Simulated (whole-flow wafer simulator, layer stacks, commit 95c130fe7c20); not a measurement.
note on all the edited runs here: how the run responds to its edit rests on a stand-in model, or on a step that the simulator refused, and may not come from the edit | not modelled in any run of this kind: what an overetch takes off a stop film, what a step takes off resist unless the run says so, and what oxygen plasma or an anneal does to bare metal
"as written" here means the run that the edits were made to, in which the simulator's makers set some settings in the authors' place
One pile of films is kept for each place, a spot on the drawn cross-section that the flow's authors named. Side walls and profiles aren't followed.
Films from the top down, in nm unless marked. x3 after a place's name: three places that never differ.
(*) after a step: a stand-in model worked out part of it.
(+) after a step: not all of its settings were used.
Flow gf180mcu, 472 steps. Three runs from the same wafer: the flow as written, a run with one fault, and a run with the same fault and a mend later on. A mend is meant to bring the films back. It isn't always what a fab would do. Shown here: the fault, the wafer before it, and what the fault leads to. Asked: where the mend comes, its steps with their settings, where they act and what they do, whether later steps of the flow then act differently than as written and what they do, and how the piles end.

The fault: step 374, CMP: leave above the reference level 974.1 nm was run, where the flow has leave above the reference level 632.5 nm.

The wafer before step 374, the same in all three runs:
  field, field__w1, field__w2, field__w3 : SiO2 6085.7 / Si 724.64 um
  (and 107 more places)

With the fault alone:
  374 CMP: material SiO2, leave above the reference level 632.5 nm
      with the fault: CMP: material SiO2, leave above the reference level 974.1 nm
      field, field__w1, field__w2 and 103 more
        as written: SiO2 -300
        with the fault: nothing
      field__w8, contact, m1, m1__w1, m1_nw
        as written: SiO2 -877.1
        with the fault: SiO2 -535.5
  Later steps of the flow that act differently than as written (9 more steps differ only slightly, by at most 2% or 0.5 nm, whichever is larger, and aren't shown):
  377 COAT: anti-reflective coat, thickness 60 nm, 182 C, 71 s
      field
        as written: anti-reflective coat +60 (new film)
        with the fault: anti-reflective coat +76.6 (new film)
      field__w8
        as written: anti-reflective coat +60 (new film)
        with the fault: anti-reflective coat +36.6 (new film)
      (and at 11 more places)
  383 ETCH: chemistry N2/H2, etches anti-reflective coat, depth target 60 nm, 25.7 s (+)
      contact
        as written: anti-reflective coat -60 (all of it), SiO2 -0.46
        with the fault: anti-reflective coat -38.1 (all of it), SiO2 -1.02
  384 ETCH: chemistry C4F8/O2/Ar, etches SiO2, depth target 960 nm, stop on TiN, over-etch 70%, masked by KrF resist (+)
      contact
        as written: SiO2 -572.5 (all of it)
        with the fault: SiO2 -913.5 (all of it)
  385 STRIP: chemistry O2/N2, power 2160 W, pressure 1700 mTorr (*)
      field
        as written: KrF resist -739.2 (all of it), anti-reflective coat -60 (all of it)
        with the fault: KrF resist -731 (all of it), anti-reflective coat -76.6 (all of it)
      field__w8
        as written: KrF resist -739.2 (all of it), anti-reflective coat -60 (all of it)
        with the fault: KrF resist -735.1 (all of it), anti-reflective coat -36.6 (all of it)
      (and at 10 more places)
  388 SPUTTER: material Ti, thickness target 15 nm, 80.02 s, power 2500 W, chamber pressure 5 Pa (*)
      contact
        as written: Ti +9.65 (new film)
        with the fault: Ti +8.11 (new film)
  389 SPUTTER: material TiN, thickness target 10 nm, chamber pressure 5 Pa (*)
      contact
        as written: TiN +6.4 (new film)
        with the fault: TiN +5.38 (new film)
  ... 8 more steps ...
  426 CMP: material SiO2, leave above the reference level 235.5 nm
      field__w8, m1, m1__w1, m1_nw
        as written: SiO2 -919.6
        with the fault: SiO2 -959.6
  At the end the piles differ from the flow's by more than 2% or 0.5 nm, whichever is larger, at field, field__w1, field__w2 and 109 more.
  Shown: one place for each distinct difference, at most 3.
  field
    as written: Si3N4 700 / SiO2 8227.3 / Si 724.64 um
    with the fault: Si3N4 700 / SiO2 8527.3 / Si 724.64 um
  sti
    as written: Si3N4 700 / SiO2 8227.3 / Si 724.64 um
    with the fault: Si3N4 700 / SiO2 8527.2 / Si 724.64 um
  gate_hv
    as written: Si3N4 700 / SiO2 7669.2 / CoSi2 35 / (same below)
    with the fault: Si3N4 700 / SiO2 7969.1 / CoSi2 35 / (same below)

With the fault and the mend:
  The mend comes after step 382.
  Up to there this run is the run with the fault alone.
  382a STRIP: chemistry O2/N2, power 2160 W, pressure 1700 mTorr (*)
      iso_ptap_pw, iso_ntap_nw, iso_nw_fld and 33 more
        KrF resist -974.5 (all of it), anti-reflective coat -60 (all of it)
      field__w6, field_sub, field_sub__w1 and 17 more
        KrF resist -974.9 (all of it), anti-reflective coat -60.1 (all of it)
      field__w2, field__w3, field__w7 and 10 more
        KrF resist -975 (all of it), anti-reflective coat -60.1 (all of it)
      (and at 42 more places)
  382b CMP: material SiO2, leave above the reference level 632.5 nm (the flow's step 374 once more)
      field, field__w1, field__w2 and 103 more
        SiO2 -300
      field__w8, contact, m1, m1__w1, m1_nw
        SiO2 -341.6
  382c HMDS: 120 C, 60 s (the flow's step 376 once more)
      changes no film at any place that is followed
  382d COAT: anti-reflective coat, thickness 60 nm, 182 C, 71 s (the flow's step 377 once more)
      field, field__w1, field__w2 and 108 more
        anti-reflective coat +60 (new film)
  382e COAT: KrF resist, thickness 1000 nm (the flow's step 378 once more)
      field, field__w1, field__w2 and 108 more
        KrF resist +1000 (new film)
  382f SOFTBAKE: KrF resist (the flow's step 379 once more)
      changes no film at any place that is followed
  382g EXPOSE: photomask Via4 (the flow's step 380 once more)
      changes no film at any place that is followed
  382h PEB: KrF resist, 135 C, 90 s (the flow's step 381 once more)
      field, field__w1, field__w2 and 108 more
        KrF resist -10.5
  382i DEVELOP: KrF resist, thickness 1000 nm, 60 s (the flow's step 382 once more)
      field, field__w1, field__w2 and 107 more
        KrF resist -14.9
      contact
        KrF resist -989.5 (all of it)
  No later step of the flow acts differently than as written at any place that is followed.
  At the end the piles are the same as the flow's at every place that both follow.
